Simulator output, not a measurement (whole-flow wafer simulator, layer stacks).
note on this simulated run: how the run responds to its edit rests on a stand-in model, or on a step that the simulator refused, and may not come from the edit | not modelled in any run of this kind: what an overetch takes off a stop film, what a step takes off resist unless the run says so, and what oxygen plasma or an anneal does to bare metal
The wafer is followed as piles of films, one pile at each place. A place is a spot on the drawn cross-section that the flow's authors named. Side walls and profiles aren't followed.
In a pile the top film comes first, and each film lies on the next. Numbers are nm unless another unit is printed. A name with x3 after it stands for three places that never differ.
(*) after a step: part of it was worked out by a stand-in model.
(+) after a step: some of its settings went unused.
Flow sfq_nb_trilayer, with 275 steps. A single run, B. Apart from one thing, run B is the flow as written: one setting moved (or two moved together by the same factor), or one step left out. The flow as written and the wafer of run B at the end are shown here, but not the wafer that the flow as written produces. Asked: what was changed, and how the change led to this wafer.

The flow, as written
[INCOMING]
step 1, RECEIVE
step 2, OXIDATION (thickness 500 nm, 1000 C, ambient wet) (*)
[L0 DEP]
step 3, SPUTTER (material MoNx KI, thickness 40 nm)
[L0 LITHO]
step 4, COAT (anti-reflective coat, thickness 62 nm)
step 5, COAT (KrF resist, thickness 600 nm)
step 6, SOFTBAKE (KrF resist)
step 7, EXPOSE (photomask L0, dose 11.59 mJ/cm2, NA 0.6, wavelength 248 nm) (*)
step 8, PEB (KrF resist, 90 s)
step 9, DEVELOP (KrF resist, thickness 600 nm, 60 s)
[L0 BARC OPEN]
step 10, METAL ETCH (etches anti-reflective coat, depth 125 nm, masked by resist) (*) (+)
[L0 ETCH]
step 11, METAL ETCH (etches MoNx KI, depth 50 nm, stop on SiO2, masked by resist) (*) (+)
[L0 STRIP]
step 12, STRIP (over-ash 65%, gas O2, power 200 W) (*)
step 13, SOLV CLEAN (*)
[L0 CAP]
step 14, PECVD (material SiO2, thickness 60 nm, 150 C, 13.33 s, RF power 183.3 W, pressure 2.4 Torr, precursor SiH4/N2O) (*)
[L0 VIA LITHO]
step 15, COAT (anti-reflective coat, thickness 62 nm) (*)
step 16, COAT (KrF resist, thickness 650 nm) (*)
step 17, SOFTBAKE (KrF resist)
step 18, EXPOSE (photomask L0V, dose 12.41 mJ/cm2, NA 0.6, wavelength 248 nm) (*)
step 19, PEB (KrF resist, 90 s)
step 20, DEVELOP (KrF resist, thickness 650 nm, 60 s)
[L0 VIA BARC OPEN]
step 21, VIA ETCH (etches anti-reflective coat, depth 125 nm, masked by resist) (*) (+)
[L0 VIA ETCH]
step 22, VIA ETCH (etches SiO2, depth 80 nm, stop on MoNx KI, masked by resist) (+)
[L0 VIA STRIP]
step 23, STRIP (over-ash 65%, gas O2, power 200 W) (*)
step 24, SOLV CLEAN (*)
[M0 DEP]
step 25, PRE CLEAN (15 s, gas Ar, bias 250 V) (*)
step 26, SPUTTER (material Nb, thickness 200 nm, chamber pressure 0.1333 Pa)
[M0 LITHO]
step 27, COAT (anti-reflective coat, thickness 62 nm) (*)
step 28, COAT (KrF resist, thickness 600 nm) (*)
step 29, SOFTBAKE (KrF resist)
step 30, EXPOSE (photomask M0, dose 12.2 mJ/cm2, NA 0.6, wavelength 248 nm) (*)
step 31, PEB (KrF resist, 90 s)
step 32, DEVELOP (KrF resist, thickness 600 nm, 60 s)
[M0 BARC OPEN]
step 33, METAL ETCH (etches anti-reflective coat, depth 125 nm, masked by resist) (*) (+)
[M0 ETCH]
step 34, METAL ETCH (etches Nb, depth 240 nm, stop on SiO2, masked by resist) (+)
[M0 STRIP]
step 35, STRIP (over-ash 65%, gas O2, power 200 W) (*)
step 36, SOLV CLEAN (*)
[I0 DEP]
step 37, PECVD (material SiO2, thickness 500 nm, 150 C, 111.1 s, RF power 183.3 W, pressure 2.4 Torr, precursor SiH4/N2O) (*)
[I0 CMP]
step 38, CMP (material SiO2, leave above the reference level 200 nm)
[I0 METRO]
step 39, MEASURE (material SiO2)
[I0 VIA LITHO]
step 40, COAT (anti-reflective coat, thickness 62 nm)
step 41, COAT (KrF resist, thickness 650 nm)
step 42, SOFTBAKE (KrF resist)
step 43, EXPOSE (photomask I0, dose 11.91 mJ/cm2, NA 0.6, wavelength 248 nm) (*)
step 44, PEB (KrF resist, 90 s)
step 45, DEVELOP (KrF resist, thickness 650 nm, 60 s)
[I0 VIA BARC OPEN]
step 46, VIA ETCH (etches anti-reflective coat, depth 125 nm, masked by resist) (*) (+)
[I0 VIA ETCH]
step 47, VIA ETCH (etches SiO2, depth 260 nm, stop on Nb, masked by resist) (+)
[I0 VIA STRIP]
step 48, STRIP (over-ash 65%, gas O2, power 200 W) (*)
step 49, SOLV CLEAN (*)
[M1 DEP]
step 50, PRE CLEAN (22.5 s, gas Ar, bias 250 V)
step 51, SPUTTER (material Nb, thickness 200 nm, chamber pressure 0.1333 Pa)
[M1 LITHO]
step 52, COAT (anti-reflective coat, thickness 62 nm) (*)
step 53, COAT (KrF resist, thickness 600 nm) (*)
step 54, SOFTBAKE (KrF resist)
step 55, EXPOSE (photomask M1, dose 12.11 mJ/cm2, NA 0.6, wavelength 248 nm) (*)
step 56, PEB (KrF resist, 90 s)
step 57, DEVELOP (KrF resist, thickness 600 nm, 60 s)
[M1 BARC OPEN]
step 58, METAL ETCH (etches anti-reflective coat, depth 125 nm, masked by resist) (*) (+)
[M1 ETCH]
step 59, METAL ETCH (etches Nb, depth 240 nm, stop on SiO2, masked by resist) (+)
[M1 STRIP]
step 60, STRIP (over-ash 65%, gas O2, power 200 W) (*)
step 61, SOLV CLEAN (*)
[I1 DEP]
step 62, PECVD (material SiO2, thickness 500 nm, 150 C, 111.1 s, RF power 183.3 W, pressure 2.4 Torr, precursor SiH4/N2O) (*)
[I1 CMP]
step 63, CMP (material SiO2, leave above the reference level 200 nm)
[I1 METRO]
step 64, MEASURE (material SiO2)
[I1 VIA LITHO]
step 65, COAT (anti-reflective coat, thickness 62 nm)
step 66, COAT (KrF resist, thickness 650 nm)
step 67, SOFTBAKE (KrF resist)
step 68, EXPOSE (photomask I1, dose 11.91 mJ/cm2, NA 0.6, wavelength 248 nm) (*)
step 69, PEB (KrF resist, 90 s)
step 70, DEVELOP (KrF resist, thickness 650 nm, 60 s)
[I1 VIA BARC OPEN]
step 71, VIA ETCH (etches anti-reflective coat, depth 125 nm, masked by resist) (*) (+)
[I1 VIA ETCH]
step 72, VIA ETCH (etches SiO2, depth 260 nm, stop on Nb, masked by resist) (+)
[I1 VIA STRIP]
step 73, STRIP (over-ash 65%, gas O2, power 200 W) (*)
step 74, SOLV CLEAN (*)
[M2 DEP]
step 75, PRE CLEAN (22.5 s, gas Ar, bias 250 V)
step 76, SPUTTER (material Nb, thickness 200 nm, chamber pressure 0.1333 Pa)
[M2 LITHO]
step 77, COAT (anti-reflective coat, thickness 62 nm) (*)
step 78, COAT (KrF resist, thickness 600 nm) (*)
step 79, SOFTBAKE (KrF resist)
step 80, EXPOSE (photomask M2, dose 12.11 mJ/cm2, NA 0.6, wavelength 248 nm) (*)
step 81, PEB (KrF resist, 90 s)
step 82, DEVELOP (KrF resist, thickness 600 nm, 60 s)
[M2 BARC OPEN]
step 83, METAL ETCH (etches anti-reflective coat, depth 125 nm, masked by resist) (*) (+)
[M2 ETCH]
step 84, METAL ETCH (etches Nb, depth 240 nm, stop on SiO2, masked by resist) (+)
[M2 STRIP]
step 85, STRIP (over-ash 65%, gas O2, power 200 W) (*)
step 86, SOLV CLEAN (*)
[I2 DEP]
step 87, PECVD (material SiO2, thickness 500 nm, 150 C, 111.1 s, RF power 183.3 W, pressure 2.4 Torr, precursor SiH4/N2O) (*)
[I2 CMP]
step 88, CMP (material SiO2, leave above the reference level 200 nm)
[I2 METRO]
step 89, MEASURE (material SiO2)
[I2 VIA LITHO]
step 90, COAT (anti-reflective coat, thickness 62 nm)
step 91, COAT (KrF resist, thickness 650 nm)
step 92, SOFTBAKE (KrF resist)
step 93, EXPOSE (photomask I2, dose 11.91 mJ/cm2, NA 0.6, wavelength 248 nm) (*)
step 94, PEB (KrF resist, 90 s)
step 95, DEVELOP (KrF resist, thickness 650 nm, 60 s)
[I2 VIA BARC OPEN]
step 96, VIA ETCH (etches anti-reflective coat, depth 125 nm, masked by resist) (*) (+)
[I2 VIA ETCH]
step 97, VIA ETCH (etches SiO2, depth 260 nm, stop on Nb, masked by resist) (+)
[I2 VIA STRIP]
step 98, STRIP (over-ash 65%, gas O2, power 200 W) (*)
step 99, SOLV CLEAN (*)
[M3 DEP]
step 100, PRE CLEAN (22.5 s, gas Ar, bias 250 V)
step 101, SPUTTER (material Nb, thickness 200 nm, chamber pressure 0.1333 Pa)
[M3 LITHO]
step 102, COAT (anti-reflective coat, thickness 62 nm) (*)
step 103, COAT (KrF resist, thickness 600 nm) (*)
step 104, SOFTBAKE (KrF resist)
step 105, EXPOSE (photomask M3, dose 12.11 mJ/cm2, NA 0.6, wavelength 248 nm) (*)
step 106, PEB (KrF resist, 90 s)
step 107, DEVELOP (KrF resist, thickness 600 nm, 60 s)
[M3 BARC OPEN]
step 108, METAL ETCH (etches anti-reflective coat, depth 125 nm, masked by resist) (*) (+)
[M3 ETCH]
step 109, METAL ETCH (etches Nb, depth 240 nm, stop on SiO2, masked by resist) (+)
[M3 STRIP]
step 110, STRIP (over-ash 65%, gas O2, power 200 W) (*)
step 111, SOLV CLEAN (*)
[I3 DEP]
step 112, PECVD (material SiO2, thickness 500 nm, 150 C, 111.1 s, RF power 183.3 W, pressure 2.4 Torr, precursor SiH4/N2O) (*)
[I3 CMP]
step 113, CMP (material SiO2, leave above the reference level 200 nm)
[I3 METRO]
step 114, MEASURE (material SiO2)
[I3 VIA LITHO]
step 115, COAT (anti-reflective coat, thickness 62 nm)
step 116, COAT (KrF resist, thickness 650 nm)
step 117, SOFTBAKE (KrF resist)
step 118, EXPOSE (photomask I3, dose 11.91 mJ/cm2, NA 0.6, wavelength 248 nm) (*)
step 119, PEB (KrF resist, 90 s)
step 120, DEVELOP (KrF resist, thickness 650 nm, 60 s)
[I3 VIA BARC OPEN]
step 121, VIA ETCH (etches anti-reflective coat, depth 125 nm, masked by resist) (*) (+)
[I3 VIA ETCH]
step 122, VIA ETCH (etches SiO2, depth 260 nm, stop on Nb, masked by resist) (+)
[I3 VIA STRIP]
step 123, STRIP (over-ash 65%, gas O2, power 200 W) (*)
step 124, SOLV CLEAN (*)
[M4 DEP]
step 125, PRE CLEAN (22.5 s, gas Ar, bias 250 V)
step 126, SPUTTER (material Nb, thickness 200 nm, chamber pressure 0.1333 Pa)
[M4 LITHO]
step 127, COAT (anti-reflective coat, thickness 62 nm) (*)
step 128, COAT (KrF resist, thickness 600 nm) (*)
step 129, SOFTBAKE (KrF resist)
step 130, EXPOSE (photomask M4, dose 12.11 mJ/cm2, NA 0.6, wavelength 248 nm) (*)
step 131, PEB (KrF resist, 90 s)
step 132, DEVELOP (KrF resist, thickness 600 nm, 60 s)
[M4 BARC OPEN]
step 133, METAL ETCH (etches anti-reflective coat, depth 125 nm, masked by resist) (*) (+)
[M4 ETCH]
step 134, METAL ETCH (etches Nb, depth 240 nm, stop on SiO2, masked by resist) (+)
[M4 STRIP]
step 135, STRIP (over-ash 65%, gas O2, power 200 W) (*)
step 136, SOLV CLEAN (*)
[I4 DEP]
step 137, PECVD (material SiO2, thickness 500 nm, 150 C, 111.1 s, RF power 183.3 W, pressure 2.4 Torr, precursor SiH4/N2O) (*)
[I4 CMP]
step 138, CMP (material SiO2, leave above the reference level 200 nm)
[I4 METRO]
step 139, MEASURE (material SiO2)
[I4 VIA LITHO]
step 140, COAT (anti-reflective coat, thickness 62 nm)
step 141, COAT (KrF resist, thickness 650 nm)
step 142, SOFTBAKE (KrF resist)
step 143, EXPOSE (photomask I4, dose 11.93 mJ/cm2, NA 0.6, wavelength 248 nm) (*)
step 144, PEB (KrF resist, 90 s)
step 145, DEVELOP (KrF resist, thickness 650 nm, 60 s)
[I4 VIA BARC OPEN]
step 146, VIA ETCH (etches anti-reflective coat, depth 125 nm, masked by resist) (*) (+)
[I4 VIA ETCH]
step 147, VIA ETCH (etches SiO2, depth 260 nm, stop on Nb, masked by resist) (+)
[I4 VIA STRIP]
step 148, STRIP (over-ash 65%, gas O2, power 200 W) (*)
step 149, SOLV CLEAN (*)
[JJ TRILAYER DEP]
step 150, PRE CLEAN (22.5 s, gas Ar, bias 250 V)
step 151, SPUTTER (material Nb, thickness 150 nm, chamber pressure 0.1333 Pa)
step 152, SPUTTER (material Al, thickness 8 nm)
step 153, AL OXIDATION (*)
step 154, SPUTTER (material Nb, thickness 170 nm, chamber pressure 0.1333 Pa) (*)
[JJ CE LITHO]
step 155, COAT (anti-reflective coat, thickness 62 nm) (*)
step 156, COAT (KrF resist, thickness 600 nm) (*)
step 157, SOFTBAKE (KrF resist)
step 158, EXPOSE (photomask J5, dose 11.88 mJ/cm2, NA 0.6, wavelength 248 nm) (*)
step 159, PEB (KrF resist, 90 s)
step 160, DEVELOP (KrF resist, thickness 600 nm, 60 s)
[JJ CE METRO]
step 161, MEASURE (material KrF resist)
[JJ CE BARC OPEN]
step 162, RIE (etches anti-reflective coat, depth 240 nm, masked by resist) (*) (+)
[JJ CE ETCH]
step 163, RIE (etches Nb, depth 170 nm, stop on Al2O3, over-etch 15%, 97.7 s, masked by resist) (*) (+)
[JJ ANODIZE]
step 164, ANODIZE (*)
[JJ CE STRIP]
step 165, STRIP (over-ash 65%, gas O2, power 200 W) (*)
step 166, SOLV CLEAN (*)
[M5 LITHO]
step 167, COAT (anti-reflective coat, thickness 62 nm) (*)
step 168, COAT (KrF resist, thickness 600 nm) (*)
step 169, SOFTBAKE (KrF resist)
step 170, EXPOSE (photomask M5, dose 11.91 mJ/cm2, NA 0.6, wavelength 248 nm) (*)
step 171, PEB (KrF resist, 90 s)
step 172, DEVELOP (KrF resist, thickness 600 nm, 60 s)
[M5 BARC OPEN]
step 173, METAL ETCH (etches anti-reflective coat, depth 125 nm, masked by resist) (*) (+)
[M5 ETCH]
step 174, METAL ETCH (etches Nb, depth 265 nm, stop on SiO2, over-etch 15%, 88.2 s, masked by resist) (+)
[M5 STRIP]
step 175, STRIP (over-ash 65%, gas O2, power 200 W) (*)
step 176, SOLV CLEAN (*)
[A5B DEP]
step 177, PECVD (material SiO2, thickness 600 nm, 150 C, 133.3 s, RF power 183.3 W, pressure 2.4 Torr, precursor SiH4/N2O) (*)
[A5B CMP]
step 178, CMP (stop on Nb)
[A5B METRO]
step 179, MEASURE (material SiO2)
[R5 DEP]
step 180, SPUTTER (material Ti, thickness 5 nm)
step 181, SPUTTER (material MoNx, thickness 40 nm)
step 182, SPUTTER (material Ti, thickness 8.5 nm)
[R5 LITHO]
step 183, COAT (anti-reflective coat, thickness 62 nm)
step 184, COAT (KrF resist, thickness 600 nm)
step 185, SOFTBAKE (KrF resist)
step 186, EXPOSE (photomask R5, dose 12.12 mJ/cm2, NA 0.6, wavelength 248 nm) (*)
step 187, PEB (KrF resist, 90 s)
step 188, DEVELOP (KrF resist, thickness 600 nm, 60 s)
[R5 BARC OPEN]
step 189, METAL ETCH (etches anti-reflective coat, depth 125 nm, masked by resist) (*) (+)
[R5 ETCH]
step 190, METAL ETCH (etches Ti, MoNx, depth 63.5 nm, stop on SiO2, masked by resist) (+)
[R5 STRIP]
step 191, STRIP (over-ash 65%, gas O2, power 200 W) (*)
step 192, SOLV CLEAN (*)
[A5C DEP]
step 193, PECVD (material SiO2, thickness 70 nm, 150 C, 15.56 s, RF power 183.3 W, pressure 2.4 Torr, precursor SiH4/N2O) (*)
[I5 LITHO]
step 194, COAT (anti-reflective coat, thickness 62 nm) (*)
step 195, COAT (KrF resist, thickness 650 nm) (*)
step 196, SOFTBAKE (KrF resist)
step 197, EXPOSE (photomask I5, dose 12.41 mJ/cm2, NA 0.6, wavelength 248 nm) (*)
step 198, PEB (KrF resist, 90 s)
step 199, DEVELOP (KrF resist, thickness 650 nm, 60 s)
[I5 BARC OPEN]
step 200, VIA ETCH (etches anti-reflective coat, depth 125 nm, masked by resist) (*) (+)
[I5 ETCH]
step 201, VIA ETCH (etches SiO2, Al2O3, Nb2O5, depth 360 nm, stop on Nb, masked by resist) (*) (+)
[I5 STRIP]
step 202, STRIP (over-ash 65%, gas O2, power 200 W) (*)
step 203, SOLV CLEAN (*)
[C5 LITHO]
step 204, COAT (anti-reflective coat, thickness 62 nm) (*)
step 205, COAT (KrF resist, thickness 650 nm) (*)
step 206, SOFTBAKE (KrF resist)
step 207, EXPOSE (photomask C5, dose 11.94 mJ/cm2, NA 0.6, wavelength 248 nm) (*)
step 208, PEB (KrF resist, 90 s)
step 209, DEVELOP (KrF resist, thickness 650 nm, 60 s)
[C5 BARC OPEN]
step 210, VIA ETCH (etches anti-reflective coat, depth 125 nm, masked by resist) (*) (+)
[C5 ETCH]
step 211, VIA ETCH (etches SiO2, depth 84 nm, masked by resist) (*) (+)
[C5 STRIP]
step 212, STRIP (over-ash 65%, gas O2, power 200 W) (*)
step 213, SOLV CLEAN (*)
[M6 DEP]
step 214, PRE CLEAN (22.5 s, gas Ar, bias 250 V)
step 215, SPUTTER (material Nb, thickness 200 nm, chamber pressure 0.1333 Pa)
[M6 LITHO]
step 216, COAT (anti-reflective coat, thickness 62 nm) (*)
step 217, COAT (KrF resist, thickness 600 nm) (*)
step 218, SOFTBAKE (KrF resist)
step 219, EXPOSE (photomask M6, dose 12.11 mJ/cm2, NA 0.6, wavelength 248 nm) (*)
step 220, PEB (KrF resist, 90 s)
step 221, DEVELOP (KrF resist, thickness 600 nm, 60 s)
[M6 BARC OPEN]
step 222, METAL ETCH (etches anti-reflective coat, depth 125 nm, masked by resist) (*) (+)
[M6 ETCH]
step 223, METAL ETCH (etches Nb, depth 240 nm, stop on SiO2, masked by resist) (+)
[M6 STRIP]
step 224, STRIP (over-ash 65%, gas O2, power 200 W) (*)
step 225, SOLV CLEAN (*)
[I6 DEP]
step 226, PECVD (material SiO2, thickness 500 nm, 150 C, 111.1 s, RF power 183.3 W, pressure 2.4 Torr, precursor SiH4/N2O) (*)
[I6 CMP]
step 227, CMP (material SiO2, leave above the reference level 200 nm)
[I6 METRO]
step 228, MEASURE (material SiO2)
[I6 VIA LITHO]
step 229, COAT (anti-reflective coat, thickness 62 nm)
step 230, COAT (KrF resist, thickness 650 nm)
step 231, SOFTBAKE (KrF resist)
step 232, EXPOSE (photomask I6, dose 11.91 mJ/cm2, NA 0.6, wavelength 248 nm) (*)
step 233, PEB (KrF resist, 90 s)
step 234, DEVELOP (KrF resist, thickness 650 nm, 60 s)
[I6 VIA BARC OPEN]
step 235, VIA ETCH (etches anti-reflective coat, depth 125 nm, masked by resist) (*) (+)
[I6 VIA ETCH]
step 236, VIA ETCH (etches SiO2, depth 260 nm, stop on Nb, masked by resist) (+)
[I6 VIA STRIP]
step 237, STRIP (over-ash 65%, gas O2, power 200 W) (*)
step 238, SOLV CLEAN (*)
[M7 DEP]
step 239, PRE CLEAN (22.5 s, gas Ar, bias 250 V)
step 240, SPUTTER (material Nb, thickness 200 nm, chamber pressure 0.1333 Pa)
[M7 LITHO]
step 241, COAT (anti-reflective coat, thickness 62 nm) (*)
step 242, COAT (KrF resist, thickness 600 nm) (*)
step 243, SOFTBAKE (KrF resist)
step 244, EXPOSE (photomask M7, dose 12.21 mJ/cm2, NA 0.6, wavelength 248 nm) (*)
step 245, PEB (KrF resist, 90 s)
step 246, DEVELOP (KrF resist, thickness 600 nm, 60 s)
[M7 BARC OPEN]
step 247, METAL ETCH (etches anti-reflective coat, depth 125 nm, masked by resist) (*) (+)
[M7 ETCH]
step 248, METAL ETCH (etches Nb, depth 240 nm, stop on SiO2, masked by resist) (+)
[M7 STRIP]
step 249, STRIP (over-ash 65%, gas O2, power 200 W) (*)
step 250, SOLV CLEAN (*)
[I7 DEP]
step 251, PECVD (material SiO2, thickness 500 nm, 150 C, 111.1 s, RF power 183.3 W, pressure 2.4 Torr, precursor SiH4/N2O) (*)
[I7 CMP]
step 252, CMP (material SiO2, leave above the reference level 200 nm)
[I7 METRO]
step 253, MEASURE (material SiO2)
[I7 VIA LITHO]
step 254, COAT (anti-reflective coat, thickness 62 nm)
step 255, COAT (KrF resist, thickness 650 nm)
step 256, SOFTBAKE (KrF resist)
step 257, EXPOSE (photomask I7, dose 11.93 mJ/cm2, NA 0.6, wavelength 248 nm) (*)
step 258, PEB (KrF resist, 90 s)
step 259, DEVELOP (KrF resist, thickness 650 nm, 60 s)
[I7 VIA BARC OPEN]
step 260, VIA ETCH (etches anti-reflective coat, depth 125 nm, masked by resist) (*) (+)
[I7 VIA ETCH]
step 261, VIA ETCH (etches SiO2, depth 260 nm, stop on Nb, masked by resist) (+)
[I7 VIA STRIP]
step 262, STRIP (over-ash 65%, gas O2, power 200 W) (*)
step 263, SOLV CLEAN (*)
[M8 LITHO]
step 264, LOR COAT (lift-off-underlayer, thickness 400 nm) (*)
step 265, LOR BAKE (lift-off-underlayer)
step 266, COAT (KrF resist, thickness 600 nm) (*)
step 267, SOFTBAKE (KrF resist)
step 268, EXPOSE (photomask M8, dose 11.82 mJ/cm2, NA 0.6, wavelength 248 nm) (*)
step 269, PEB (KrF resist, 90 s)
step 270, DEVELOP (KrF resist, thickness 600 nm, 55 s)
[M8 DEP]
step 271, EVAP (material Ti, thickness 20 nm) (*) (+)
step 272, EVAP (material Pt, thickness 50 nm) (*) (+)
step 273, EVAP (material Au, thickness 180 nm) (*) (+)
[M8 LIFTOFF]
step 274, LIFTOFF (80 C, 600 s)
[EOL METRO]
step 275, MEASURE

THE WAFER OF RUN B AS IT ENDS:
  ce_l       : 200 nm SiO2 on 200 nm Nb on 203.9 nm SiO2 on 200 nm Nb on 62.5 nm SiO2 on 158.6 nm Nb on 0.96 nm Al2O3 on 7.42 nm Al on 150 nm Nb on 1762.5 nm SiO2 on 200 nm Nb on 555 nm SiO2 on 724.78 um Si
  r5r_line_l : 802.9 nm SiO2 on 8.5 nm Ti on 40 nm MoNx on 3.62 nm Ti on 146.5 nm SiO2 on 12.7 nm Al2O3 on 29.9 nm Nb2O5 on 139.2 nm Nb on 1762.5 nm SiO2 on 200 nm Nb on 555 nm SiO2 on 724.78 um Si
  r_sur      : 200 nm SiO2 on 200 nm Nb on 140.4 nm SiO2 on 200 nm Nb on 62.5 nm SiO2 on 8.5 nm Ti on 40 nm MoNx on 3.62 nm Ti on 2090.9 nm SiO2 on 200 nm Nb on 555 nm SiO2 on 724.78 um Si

Cause: step 180, SPUTTER: thickness 3.62 nm was run, though the flow has thickness 5 nm.
One can read it off the wafer: r5r_line_l has Ti 3.62, and step 180 as written asks for 5 nm.

Step by step, how the change led to this:
  step 180, SPUTTER (material Ti, thickness 5 nm)
      field_l, v_sur, via_wl and 103 more: Ti gains 3.62 (new film) (in the flow as written it would be: Ti gains 5 (new film))
  step 190, METAL ETCH (etches Ti, MoNx, depth 63.5 nm, stop on SiO2, masked by resist) (+)
      field_l, v_sur, via_wl and 92 more: Ti loses 8.5 (all of it), MoNx loses 40 (all of it), Ti loses 3.62 (all of it) (in the flow as written it would be: Ti loses 8.5 (all of it), MoNx loses 40 (all of it), Ti loses 5 (all of it))
      ce_l, c5j, ce_r, wl_jj: Ti loses 8.5 (all of it), MoNx loses 40 (all of it), Ti loses 3.62 (all of it), Nb loses 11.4 (in the flow as written it would be: Ti loses 8.5 (all of it), MoNx loses 40 (all of it), Ti loses 5 (all of it), Nb loses 10)
